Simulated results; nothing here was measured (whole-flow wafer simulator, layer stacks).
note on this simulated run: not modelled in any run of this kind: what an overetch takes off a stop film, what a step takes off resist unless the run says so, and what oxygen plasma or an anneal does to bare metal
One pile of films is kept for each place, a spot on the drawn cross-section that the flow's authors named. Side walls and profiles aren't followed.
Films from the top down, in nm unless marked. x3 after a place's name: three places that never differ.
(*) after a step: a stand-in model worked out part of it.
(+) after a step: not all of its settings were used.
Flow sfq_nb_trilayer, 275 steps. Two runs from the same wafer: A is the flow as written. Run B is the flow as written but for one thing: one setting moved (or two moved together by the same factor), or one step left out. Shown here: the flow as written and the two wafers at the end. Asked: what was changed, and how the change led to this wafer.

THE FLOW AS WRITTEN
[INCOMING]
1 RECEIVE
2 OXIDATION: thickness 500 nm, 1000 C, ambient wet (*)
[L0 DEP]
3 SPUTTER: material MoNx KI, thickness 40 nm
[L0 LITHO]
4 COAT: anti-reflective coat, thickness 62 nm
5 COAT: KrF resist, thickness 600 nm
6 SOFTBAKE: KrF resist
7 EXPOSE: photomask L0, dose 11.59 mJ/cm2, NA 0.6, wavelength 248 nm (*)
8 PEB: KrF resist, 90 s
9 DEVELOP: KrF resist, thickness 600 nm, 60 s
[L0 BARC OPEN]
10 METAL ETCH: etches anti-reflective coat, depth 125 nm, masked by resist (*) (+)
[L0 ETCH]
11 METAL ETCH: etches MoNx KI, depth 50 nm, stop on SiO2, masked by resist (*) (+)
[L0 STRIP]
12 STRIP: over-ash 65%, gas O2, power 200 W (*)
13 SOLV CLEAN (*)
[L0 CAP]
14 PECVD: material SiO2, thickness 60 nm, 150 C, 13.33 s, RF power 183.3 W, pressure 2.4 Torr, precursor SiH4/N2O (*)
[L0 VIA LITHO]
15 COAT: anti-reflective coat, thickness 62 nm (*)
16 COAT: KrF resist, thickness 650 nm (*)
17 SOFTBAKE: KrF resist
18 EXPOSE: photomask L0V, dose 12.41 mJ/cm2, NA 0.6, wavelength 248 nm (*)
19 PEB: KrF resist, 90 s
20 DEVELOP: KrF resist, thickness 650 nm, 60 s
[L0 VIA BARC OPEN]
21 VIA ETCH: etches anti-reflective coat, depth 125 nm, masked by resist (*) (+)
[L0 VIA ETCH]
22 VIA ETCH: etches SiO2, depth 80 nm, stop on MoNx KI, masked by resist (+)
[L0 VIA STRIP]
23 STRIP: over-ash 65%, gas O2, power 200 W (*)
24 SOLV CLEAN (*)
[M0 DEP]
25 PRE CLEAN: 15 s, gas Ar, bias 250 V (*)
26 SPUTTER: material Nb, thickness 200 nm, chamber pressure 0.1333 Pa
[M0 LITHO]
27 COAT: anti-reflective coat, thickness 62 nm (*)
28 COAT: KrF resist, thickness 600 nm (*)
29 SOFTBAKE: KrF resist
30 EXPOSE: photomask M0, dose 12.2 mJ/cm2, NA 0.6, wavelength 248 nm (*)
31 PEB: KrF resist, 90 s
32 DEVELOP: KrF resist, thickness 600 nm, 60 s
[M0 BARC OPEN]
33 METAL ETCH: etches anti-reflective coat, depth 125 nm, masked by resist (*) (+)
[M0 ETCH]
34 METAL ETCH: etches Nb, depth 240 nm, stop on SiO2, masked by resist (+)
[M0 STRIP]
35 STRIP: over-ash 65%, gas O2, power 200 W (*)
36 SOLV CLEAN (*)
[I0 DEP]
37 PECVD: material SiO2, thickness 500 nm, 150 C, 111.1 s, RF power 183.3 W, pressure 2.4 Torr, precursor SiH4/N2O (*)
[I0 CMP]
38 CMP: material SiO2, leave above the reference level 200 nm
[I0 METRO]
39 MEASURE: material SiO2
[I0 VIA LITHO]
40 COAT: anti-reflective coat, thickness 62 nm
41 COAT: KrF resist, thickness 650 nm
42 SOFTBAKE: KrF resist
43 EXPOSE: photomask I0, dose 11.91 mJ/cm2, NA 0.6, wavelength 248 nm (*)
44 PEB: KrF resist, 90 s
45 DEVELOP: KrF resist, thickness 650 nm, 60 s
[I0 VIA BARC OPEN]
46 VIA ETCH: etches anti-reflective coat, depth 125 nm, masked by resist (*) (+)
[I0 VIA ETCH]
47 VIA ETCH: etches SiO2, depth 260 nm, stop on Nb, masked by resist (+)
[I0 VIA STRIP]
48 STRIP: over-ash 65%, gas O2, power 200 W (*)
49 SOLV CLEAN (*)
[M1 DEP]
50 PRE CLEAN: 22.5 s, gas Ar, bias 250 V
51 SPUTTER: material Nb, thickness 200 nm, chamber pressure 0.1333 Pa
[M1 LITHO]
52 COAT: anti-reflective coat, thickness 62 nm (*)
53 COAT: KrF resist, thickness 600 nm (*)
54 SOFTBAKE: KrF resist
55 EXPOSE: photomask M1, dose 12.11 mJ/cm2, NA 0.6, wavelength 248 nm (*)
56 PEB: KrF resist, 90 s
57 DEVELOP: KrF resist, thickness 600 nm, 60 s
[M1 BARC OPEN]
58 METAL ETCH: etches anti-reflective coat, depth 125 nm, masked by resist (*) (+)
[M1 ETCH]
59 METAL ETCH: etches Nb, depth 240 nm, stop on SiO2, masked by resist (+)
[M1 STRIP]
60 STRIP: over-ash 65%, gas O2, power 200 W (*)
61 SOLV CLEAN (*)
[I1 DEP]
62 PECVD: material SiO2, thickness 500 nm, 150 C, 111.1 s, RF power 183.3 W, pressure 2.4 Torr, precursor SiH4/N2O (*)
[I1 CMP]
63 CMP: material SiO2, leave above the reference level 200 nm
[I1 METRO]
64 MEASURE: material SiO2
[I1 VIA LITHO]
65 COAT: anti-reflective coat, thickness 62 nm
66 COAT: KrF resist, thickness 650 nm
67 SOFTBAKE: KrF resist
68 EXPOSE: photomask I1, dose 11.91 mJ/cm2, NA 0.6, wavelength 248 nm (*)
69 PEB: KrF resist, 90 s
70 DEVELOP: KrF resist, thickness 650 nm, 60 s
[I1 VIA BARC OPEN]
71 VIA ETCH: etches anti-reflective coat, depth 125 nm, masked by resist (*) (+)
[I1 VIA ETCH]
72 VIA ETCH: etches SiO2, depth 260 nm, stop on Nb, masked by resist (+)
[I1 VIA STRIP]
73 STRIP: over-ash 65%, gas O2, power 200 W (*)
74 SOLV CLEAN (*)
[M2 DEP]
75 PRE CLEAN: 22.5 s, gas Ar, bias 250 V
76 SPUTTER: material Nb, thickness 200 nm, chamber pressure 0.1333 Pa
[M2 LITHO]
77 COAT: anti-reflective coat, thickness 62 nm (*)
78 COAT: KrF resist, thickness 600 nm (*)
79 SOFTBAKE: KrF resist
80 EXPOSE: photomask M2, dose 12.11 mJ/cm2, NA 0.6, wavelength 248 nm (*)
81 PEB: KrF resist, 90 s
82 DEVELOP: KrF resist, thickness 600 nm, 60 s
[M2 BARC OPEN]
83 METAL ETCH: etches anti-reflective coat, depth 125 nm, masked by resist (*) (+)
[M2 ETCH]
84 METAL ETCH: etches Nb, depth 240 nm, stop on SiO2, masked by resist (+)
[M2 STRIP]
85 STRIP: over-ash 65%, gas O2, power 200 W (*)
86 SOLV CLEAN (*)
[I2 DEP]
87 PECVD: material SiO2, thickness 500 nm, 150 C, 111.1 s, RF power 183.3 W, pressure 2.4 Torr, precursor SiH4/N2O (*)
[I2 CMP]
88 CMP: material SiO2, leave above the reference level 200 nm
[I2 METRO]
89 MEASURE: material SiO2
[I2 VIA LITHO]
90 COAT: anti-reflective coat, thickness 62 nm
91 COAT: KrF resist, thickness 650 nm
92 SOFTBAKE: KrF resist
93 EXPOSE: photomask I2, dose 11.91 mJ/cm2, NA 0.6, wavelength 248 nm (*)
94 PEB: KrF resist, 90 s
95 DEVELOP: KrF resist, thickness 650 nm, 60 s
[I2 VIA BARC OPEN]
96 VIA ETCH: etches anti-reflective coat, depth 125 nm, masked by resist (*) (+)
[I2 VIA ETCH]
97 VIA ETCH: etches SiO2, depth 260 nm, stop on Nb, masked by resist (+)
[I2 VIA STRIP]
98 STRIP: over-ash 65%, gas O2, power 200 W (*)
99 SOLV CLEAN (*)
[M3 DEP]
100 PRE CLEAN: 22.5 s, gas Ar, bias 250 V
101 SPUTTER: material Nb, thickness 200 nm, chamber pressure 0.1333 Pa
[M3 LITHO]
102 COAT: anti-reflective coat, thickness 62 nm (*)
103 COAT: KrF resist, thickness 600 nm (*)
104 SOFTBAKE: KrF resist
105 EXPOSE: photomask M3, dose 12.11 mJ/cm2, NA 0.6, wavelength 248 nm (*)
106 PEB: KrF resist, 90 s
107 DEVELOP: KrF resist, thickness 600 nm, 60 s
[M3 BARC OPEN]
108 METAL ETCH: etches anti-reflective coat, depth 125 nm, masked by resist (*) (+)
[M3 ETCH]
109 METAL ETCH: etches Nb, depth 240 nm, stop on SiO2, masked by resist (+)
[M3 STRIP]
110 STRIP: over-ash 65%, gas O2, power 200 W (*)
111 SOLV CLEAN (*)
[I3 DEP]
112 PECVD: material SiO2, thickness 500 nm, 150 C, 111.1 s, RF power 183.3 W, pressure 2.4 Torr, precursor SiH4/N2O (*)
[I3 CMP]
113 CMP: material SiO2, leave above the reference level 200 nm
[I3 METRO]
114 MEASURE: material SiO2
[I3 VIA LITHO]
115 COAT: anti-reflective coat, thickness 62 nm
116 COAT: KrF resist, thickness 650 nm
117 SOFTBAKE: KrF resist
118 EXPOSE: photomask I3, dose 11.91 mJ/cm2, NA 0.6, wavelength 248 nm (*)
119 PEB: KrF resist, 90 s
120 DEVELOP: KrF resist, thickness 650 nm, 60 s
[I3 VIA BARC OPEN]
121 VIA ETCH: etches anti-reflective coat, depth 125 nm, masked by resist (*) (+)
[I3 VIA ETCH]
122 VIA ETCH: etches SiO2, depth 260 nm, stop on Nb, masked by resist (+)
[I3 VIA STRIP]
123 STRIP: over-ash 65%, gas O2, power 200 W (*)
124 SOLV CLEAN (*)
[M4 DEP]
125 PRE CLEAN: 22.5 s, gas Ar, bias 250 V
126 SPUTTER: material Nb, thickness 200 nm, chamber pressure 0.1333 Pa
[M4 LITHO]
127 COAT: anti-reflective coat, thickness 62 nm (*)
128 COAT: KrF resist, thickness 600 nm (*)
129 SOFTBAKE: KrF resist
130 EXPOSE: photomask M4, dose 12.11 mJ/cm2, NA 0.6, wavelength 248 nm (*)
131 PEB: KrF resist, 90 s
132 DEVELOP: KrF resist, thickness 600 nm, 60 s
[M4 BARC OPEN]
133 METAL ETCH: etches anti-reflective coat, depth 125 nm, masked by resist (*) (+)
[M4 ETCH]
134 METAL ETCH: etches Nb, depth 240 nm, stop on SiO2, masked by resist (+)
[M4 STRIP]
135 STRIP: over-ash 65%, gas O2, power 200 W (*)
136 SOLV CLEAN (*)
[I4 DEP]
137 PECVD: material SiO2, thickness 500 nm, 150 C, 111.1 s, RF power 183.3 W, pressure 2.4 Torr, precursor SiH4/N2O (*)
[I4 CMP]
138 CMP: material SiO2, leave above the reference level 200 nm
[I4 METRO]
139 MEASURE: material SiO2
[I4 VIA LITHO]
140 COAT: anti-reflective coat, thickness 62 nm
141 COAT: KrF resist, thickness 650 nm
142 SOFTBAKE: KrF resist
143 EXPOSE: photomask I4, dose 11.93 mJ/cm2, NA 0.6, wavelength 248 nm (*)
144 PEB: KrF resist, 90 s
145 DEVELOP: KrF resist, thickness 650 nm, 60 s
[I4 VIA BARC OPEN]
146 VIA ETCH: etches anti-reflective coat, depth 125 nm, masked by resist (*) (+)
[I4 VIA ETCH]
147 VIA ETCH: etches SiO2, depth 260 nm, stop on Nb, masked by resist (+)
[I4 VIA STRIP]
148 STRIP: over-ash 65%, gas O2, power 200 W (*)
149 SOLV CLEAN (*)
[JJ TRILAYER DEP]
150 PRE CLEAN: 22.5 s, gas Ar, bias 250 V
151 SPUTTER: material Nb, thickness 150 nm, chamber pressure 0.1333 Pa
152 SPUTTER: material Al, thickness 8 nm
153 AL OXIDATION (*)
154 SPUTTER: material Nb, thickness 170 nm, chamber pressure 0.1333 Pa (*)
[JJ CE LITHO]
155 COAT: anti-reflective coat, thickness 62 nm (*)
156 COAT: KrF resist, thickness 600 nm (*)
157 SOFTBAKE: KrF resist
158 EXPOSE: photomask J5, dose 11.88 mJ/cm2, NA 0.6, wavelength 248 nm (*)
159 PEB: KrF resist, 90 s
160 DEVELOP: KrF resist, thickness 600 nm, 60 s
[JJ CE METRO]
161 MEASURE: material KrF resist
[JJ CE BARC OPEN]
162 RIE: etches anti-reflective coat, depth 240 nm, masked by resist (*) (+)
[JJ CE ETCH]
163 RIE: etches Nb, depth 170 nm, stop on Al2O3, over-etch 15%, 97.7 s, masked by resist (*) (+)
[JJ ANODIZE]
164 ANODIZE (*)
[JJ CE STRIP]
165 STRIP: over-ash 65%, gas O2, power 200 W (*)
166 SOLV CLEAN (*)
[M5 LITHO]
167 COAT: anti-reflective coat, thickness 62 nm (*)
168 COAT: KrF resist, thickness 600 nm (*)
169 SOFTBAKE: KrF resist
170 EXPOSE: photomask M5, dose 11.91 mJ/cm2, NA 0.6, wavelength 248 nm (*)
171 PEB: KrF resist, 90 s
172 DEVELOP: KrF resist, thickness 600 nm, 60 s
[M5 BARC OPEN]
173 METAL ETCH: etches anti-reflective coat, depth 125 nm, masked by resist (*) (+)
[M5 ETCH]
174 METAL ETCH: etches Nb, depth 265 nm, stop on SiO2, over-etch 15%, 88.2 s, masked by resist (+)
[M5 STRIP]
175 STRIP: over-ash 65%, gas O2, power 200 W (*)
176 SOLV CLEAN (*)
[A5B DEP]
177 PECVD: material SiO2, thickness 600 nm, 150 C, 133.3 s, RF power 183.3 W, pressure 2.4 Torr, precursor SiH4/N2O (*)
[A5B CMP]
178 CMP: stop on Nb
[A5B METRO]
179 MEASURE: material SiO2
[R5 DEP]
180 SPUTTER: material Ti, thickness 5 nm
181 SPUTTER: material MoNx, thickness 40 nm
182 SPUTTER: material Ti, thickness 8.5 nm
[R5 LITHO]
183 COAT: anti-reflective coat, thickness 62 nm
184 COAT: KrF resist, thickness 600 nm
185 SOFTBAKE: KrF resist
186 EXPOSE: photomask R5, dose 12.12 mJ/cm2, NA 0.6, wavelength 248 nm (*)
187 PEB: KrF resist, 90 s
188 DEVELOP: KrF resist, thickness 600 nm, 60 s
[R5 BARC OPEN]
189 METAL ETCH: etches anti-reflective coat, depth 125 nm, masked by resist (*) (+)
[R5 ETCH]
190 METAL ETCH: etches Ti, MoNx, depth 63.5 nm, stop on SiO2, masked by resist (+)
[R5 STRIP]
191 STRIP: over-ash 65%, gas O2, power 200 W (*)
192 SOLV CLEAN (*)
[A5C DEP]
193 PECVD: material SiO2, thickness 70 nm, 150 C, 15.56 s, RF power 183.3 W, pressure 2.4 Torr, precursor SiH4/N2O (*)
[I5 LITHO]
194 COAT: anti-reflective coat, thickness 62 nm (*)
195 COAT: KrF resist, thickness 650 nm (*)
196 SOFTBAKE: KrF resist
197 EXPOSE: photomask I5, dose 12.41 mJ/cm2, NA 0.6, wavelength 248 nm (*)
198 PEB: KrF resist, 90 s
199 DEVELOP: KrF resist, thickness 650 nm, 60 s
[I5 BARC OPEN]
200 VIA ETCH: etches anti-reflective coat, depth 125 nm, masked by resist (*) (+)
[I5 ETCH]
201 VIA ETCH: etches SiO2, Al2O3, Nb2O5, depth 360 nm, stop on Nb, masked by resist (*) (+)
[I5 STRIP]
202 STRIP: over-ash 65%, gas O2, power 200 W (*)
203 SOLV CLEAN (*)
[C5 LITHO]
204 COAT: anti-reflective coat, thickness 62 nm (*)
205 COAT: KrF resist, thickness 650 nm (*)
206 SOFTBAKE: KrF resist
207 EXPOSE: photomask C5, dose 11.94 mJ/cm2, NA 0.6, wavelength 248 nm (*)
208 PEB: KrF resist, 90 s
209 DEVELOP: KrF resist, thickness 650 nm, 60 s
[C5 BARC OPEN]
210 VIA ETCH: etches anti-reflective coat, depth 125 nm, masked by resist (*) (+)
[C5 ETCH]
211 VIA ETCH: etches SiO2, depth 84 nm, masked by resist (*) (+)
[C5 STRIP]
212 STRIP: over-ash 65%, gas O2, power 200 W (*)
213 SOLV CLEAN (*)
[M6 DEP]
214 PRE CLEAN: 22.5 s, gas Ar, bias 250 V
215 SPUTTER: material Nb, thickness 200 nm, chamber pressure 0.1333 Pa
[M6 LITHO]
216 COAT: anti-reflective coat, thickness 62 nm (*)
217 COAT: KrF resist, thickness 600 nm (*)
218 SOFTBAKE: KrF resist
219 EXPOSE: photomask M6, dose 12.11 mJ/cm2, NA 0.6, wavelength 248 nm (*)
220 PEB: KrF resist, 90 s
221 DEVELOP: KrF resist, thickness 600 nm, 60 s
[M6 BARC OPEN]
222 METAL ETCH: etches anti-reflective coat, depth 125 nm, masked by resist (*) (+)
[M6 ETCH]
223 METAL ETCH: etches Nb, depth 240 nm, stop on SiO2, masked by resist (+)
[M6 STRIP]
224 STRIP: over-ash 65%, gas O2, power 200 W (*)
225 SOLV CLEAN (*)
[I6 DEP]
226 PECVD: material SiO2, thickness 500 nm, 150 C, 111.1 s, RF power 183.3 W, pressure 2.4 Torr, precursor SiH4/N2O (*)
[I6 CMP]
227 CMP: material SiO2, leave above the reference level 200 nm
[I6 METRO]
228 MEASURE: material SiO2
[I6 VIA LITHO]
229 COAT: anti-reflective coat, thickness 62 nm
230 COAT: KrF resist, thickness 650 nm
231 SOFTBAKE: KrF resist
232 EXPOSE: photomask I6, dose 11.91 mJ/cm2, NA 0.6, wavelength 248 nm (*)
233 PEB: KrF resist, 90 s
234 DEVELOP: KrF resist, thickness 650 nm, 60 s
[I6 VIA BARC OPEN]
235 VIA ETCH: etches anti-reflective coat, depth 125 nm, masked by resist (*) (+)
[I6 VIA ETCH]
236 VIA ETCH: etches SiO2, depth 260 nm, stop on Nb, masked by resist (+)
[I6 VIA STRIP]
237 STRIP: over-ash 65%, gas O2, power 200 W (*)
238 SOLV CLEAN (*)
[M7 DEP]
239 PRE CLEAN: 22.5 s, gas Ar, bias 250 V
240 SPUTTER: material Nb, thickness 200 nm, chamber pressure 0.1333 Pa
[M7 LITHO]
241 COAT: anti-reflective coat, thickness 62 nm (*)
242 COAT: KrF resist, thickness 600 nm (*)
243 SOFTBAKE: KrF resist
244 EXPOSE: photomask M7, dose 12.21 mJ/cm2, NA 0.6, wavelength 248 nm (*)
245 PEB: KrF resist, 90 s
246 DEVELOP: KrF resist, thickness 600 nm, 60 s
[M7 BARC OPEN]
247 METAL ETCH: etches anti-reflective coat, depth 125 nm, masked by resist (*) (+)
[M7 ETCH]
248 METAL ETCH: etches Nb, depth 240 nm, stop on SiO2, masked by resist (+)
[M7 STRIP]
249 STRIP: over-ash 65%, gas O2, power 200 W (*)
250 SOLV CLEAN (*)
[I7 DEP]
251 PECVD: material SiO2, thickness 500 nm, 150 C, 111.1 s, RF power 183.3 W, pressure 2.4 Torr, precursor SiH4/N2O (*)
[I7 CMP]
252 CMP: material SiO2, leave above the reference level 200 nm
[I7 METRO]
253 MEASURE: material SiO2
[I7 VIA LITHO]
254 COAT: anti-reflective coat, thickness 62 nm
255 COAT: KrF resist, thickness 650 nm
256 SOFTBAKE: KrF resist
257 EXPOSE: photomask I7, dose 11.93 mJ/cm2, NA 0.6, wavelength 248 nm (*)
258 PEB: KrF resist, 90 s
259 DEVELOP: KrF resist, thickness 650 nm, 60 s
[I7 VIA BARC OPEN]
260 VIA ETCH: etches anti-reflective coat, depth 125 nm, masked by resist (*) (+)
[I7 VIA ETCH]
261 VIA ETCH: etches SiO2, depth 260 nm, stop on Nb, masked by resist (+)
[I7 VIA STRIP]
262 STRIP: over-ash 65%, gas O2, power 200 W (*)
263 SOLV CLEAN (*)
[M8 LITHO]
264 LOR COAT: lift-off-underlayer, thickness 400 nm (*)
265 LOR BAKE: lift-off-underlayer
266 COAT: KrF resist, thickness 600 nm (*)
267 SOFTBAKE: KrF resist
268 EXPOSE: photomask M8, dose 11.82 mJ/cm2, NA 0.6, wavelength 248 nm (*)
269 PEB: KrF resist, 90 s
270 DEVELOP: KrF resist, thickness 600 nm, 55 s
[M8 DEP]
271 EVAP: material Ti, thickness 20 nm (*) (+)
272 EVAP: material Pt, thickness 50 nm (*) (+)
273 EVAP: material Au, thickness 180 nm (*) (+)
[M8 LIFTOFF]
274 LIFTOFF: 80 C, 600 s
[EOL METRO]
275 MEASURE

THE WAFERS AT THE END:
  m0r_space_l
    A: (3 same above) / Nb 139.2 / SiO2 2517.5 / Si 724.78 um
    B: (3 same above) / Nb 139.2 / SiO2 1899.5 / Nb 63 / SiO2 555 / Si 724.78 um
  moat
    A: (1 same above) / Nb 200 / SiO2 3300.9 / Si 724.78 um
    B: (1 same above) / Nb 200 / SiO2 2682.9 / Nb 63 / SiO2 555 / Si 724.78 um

The cause: step 34, METAL ETCH: depth 137 nm was run, where the flow has depth 240 nm.

How the change led to this, step by step:
  34 METAL ETCH: etches Nb, depth 240 nm, stop on SiO2, masked by resist (+)
      moat, m0r_space_l, m0r_space_r: A Nb -200 (all of it) | B Nb -137
      field_l, v_sur, via_wl and 100 more: A KrF resist -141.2 | B KrF resist -80.6
  35 STRIP: over-ash 65%, gas O2, power 200 W (*)
      p4_fl, p4_fm, p4_w1 and 68 more: A KrF resist -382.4 (all of it), anti-reflective coat -62 (all of it) | B KrF resist -443 (all of it), anti-reflective coat -62 (all of it)
      c5j, ce_r, sp_r, be_r, r_sur, res: A KrF resist -389 (all of it), anti-reflective coat -63.6 (all of it) | B KrF resist -449.6 (all of it), anti-reflective coat -63.6 (all of it)
      (and at 26 more places)
  37 PECVD: material SiO2, thickness 500 nm, 150 C, 111.1 s, RF power 183.3 W, pressure 2.4 Torr, precursor SiH4/N2O (*)
      moat, m0r_space_l, m0r_space_r: A SiO2 +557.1 | B SiO2 +500 (new film)
  38 CMP: material SiO2, leave above the reference level 200 nm
      moat, m0r_space_l, m0r_space_r: A SiO2 -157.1 | B SiO2 -163
Counting metal films that touch as one body, m0r_space_l has 2 bodies (between them, from the top down: SiO2 1899.5); the flow as written gives 1 body.
Counting metal films that touch as one body, moat has 2 bodies (between them, from the top down: SiO2 2682.9); the flow as written gives 1 body.
